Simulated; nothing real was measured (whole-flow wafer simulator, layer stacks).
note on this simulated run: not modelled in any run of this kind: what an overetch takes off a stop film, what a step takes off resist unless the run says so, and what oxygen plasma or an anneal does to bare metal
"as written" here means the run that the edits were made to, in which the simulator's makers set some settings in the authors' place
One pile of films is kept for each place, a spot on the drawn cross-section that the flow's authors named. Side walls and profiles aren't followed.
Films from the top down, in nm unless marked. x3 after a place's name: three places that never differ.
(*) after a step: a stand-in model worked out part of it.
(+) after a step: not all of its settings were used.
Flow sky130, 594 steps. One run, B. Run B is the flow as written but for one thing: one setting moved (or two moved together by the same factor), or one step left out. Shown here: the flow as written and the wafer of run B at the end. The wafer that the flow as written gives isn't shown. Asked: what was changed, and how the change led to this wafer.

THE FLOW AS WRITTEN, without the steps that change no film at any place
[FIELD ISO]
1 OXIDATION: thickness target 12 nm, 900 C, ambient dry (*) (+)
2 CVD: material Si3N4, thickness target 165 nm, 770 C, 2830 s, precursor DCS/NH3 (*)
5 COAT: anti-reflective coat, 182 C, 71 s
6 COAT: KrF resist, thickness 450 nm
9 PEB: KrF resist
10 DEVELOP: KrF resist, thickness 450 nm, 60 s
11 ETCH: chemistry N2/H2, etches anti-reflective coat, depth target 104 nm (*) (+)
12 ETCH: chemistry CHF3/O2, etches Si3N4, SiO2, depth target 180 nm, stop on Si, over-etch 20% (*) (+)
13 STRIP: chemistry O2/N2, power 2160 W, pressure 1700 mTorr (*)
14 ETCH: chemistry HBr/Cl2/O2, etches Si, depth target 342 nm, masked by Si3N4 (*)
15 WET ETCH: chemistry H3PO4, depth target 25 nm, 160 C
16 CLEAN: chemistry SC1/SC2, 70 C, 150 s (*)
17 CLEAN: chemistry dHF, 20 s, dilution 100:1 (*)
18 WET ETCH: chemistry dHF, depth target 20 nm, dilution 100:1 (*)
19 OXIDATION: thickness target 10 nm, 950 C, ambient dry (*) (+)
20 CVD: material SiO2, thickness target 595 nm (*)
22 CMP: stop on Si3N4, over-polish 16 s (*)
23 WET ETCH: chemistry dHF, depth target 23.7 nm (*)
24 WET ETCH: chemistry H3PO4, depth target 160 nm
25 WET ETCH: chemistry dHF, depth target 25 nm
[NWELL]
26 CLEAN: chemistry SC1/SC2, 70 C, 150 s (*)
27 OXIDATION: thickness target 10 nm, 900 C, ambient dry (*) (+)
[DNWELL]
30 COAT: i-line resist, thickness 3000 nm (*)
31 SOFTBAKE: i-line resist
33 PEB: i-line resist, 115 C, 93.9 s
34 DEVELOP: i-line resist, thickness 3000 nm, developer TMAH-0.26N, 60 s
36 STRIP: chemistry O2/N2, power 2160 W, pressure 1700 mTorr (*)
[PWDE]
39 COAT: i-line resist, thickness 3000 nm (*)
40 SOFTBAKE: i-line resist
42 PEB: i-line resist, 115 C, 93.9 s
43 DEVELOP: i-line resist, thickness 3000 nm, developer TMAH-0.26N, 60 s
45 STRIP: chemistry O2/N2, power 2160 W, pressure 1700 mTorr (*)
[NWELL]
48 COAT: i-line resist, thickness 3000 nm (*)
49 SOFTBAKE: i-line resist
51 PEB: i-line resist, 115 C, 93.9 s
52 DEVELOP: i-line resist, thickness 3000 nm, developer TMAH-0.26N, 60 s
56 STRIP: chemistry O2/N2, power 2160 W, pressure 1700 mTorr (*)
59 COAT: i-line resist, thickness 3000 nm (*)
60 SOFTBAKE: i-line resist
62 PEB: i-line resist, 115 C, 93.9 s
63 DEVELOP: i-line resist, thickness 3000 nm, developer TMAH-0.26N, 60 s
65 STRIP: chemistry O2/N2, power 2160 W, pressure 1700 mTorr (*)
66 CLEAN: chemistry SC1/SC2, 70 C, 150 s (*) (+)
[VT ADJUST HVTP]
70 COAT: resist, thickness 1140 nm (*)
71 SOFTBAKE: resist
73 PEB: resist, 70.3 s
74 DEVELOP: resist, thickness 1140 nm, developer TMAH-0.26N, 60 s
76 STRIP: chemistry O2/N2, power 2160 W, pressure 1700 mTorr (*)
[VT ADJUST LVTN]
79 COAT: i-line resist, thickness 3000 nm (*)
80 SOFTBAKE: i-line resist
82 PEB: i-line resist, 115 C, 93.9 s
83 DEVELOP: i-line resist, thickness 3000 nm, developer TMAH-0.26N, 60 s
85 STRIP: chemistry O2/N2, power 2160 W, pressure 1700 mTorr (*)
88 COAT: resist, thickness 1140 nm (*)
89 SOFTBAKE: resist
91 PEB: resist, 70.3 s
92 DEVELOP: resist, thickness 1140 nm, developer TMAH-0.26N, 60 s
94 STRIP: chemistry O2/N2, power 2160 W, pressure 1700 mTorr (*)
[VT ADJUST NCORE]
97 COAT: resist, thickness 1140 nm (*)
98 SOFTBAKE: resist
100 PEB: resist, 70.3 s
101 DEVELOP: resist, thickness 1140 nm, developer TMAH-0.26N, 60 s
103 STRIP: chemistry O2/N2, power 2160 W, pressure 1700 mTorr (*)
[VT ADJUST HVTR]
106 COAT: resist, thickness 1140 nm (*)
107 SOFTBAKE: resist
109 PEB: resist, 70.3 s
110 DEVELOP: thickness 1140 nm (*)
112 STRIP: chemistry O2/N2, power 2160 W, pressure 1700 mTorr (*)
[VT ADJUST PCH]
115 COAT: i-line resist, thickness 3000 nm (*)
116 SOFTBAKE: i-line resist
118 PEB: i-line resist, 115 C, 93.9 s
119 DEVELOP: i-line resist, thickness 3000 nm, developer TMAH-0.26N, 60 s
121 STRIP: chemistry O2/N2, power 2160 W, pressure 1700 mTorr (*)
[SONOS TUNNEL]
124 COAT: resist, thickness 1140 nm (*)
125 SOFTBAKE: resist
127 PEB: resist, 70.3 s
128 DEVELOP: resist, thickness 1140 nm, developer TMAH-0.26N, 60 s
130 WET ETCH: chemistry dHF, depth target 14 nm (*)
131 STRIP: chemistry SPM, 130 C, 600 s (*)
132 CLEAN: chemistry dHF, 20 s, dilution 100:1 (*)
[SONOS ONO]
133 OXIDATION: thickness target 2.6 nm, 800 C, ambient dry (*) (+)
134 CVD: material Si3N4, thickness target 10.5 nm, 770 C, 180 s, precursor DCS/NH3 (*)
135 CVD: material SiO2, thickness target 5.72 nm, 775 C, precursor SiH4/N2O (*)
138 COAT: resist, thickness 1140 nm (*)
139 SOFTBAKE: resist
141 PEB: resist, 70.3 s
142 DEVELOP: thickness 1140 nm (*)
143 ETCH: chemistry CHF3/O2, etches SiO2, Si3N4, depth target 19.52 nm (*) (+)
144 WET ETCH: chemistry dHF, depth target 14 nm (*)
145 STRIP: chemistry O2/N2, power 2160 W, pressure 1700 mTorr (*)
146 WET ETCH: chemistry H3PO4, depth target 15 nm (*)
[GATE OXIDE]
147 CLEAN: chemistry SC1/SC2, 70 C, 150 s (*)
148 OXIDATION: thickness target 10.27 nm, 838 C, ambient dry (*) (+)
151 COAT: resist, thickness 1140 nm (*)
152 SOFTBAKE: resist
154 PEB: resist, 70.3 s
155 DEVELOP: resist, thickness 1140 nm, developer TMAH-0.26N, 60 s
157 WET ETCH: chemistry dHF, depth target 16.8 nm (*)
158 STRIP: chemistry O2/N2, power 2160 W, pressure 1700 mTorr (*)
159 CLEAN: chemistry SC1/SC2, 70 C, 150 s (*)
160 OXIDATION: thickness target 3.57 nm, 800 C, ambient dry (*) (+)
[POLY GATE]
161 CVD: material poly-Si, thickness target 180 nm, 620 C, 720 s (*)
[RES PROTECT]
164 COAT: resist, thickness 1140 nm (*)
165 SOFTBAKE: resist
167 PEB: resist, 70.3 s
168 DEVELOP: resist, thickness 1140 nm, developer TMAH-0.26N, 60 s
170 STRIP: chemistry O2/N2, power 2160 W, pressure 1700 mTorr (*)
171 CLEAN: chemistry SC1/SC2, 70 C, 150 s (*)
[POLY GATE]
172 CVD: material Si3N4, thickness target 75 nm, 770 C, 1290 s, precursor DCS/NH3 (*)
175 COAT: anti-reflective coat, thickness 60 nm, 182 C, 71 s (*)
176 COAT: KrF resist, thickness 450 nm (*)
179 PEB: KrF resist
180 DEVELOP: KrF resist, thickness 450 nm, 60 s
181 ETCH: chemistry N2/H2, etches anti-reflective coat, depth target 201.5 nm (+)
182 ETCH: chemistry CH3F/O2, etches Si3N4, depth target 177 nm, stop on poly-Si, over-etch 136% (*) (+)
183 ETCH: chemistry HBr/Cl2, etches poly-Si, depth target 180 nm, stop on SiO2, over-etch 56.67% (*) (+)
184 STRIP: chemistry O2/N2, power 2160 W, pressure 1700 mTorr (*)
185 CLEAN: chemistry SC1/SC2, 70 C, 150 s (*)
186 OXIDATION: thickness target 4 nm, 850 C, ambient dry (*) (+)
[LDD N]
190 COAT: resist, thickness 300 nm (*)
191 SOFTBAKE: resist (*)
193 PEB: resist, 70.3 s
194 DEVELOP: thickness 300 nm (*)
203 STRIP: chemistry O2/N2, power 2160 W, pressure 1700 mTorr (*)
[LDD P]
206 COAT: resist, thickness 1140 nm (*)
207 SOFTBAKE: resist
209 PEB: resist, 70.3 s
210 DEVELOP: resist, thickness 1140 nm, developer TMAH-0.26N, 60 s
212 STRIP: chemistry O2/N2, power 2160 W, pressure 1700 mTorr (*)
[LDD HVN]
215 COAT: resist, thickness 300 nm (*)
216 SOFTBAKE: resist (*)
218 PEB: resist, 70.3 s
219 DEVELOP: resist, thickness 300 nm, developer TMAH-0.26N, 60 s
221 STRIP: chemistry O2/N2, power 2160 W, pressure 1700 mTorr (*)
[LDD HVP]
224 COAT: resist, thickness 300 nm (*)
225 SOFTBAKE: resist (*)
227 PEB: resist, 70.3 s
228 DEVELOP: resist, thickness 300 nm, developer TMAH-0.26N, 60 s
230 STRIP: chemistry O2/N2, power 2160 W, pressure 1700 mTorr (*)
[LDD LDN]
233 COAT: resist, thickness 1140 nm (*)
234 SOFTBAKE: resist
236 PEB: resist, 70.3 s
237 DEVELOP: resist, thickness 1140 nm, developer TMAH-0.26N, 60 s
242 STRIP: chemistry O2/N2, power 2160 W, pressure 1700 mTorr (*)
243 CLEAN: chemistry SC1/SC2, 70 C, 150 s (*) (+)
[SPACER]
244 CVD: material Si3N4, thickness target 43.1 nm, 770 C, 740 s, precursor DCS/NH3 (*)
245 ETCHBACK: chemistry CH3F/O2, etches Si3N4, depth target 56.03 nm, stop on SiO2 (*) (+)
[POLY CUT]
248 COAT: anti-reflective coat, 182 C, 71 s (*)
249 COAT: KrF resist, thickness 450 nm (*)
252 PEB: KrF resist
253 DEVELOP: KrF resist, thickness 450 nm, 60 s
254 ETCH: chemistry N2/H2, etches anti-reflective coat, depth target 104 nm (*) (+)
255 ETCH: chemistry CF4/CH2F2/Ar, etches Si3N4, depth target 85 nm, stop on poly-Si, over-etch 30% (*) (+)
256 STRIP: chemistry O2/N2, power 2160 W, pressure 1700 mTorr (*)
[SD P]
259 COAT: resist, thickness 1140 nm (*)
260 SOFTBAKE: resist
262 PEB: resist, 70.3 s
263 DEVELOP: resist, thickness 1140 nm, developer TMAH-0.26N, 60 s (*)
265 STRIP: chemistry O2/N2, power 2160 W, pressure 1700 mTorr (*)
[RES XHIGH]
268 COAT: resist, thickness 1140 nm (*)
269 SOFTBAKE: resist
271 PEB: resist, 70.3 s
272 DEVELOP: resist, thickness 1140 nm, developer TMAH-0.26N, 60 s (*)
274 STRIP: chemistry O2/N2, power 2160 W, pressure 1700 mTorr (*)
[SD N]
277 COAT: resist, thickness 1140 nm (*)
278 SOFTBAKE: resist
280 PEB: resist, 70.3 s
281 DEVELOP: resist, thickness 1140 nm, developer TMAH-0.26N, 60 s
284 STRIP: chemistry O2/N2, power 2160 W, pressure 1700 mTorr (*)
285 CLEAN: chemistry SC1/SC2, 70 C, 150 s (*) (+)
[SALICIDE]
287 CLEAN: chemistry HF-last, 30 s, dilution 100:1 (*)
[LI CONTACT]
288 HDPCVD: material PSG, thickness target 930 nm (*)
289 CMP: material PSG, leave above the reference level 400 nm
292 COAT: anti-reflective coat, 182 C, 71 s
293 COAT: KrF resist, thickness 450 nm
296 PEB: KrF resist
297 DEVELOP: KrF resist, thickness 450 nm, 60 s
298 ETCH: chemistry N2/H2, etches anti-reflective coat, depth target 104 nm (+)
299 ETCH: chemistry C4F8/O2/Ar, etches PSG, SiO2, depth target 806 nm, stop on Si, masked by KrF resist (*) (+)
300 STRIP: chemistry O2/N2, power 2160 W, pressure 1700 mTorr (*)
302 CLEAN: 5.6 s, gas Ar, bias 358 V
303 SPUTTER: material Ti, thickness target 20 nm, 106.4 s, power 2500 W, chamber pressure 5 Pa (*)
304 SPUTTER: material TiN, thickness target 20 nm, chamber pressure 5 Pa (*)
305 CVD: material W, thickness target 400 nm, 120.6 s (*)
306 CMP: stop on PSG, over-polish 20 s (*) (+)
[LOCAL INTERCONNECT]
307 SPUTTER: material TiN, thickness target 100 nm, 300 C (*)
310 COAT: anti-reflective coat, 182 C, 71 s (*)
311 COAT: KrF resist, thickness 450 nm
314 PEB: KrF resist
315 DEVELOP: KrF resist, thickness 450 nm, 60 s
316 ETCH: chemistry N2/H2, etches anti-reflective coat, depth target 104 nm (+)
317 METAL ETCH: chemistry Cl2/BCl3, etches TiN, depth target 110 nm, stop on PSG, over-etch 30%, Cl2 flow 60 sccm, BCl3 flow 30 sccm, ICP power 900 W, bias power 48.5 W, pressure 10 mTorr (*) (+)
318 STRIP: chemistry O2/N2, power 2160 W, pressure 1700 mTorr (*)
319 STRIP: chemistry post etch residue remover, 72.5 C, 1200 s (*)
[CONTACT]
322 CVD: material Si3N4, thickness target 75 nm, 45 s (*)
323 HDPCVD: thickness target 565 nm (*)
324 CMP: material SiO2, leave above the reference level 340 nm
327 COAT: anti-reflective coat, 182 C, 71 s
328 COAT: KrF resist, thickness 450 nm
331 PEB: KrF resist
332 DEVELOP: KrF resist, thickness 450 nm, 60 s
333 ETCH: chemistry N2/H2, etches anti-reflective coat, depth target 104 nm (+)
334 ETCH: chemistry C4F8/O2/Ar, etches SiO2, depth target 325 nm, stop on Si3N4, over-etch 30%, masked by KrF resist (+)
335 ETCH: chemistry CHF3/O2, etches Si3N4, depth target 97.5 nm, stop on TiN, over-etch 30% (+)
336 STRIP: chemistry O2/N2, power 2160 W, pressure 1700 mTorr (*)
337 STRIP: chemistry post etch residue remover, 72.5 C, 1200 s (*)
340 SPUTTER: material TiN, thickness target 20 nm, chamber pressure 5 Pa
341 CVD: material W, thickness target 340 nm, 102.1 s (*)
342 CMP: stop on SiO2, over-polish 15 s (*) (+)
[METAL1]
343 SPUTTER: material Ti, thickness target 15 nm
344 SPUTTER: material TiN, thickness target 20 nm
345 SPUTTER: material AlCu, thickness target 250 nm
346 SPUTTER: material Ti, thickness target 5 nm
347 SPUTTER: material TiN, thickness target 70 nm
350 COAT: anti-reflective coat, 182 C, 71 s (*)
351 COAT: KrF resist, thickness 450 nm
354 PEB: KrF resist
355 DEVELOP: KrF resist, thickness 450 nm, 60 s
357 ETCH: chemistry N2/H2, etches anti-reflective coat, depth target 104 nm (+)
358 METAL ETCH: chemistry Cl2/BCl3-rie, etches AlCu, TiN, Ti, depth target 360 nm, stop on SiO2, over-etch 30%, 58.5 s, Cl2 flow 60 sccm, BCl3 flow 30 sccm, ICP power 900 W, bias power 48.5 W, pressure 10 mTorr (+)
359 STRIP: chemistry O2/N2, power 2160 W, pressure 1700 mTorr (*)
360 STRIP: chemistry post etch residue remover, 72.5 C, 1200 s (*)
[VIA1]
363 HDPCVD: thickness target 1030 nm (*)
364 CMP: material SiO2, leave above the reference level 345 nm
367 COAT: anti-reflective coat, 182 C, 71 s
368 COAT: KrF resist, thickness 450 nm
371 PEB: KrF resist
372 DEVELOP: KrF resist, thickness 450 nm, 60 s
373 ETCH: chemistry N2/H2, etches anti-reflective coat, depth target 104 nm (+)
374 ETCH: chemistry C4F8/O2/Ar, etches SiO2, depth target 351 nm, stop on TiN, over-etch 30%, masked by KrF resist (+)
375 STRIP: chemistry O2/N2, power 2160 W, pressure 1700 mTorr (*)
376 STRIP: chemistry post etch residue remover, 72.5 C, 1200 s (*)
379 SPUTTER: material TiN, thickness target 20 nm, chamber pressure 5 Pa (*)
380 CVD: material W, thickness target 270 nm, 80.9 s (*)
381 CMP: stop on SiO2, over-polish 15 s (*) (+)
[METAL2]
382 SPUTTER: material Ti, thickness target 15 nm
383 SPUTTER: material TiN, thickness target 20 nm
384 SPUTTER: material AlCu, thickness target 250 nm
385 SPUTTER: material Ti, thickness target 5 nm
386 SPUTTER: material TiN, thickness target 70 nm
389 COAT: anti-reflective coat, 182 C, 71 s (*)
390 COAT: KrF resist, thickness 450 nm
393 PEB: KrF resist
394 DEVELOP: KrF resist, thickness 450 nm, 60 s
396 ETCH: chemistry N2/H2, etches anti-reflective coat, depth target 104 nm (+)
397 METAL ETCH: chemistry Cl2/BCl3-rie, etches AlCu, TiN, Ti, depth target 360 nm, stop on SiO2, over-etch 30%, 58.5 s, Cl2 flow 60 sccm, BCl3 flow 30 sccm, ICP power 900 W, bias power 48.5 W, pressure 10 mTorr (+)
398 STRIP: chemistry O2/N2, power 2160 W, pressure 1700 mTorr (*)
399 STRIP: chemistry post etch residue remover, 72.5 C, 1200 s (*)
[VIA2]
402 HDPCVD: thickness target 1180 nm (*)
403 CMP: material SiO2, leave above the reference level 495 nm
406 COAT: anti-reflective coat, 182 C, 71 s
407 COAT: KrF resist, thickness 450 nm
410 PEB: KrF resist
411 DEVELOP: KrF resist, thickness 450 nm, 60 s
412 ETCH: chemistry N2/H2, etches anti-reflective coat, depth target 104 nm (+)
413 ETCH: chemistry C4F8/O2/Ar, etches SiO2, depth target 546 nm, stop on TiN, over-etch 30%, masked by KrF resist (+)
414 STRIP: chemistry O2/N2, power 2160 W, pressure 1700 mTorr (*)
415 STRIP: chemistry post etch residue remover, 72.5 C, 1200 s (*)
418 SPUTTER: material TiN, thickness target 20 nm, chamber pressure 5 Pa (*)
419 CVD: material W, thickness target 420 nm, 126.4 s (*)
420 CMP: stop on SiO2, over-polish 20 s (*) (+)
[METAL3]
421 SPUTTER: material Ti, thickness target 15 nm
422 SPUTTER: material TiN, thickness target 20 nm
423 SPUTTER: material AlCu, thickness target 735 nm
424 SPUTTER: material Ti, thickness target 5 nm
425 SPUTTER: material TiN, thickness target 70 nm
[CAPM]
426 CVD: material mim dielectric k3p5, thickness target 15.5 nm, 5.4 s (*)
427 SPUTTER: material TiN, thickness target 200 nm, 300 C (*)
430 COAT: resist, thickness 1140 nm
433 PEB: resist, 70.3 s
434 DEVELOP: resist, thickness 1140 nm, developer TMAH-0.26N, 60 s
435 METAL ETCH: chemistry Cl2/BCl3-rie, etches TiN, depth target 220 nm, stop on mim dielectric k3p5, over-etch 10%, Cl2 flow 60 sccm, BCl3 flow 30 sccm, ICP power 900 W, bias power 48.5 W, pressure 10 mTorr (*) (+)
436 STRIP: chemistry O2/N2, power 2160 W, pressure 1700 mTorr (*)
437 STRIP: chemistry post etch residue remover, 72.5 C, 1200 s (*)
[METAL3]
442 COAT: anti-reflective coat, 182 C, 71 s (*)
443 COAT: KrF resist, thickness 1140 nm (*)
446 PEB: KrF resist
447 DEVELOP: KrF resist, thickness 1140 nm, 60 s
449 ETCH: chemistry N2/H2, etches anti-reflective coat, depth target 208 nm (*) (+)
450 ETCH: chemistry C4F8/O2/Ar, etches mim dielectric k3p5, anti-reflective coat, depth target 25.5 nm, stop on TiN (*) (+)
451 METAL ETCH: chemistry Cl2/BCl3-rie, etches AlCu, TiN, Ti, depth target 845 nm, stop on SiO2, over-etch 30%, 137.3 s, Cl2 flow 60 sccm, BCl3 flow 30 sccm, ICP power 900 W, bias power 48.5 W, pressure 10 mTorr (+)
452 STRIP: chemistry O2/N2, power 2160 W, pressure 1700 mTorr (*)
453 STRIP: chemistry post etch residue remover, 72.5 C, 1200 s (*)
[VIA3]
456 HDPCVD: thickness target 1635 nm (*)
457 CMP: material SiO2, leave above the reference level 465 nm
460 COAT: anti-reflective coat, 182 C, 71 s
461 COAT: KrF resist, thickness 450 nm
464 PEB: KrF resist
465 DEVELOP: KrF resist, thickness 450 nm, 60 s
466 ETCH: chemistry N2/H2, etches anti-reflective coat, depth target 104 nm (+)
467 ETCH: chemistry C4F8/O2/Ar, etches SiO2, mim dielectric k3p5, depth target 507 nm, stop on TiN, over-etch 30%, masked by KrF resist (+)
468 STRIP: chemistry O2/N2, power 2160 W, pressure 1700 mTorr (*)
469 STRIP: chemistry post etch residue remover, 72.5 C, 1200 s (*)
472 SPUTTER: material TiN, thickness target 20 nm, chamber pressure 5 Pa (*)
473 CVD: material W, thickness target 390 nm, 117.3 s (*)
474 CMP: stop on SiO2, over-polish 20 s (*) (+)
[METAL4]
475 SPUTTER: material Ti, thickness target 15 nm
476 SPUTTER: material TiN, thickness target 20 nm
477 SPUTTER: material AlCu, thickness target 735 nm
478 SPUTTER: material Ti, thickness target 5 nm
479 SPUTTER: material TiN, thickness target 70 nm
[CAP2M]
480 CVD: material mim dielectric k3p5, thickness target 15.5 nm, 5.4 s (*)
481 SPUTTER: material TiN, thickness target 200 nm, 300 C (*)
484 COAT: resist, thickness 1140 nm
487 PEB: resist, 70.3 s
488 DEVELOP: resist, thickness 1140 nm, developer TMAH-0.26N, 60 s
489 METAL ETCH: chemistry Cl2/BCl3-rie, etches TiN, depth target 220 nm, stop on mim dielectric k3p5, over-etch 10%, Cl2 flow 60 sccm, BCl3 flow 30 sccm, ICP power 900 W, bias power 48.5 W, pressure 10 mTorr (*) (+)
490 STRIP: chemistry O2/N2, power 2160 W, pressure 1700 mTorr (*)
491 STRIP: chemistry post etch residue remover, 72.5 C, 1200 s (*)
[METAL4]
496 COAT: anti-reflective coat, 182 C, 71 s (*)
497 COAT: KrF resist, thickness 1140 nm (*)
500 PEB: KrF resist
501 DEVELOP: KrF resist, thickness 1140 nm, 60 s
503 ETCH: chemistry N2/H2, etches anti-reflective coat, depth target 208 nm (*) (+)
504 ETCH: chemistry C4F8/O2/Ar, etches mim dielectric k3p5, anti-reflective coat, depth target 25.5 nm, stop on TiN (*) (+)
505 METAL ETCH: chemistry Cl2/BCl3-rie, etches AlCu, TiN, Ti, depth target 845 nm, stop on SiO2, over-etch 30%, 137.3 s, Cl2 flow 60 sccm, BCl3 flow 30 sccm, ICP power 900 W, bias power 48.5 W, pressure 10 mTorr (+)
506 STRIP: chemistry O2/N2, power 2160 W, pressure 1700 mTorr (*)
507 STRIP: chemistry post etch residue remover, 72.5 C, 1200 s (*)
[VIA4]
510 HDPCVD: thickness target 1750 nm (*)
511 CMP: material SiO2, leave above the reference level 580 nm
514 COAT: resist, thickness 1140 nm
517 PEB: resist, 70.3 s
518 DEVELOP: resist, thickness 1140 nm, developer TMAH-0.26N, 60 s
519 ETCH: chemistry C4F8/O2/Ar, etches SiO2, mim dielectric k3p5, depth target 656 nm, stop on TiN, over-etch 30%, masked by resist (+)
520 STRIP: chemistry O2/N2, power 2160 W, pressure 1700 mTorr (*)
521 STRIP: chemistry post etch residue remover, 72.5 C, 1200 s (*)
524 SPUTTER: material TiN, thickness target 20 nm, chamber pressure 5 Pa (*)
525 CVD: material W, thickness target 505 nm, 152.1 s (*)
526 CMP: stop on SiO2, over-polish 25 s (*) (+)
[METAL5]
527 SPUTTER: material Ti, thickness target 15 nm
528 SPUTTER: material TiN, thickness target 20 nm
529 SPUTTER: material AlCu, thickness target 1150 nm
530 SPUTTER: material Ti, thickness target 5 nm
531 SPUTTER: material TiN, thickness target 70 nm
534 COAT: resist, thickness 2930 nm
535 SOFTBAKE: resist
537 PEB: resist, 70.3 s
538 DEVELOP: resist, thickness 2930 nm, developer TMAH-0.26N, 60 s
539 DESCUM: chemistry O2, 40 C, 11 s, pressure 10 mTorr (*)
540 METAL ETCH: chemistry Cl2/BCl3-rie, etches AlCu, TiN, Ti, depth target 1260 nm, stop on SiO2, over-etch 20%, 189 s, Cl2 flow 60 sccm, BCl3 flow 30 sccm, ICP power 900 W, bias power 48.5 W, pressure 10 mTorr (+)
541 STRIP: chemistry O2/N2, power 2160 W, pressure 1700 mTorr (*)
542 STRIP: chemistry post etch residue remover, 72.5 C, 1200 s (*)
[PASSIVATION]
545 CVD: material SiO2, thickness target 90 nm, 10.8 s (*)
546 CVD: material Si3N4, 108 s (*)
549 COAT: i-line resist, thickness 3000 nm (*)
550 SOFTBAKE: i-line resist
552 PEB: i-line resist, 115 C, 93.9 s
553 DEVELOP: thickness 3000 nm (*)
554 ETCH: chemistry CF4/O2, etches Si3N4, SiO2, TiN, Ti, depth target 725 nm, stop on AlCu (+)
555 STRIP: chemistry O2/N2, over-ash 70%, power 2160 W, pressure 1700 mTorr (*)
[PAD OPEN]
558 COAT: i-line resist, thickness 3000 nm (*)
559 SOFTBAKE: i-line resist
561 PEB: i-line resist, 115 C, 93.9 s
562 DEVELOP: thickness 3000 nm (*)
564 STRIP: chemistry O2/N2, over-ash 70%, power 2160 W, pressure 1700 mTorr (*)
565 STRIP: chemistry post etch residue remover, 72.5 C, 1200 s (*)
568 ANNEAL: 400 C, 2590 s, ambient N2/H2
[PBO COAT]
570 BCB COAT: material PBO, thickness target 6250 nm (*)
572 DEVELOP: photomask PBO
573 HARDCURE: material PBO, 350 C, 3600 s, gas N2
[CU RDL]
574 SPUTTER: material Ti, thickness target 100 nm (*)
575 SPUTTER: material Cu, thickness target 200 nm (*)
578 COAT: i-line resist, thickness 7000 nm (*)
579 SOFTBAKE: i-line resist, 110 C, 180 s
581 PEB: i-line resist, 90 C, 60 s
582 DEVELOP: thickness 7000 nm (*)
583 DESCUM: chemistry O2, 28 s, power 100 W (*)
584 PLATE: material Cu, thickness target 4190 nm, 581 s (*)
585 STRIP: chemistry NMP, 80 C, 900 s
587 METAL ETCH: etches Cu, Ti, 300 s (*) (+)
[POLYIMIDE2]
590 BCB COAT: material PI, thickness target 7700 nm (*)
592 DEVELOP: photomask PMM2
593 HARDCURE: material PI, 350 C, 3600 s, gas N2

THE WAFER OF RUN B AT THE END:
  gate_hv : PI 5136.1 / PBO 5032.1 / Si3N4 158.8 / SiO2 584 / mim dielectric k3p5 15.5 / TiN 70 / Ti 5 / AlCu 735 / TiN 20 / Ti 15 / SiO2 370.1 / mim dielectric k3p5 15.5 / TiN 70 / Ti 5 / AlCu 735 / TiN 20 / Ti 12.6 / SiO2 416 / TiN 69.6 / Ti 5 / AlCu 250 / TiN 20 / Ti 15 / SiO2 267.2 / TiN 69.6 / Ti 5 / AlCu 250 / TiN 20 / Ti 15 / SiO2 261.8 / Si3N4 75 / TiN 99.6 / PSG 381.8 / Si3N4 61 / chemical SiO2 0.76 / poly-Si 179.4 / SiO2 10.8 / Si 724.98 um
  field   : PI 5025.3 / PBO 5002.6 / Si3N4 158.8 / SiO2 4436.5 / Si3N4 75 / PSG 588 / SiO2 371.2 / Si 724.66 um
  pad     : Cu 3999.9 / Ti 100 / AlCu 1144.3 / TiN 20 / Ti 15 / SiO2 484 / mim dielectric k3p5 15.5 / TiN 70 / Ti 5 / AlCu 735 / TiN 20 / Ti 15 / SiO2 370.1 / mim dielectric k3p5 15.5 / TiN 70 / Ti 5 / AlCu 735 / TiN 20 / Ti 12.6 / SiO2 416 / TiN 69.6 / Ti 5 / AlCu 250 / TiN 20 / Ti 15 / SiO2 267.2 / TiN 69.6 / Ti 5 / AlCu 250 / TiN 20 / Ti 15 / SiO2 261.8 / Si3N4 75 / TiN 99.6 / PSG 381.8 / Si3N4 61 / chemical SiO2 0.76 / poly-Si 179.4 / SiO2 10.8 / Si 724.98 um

The cause: step 421, SPUTTER: thickness target 12.6 nm was run, where the flow has thickness target 15 nm.
It can be read off the wafer: gate_hv has Ti 12.6, and step 421 as written asks for 15 nm.

How the change led to this, step by step:
  421 SPUTTER: material Ti, thickness target 15 nm
      field, active, n_well and 188 more: Ti +12.6 (new film) (as written it would be: Ti +15 (new film))
  451 METAL ETCH: chemistry Cl2/BCl3-rie, etches AlCu, TiN, Ti, depth target 845 nm, stop on SiO2, over-etch 30%, 137.3 s, Cl2 flow 60 sccm, BCl3 flow 30 sccm, ICP power 900 W, bias power 48.5 W, pressure 10 mTorr (+)
      field, gate, spacer and 68 more: TiN -70 (all of it), Ti -5 (all of it), AlCu -735 (all of it), TiN -20 (all of it), Ti -12.6 (all of it), SiO2 -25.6 (as written it would be: TiN -70 (all of it), Ti -5 (all of it), AlCu -735 (all of it), TiN -20 (all of it), Ti -15 (all of it), SiO2 -25.4)
      active, vpp_ln, vpp_iso2 and 11 more: TiN -70 (all of it), Ti -5 (all of it), AlCu -735 (all of it), TiN -20 (all of it), Ti -12.6 (all of it), SiO2 -25.6 (as written it would be: TiN -70 (all of it), Ti -5 (all of it), AlCu -735 (all of it), TiN -20 (all of it), Ti -15 (all of it), SiO2 -25.3)
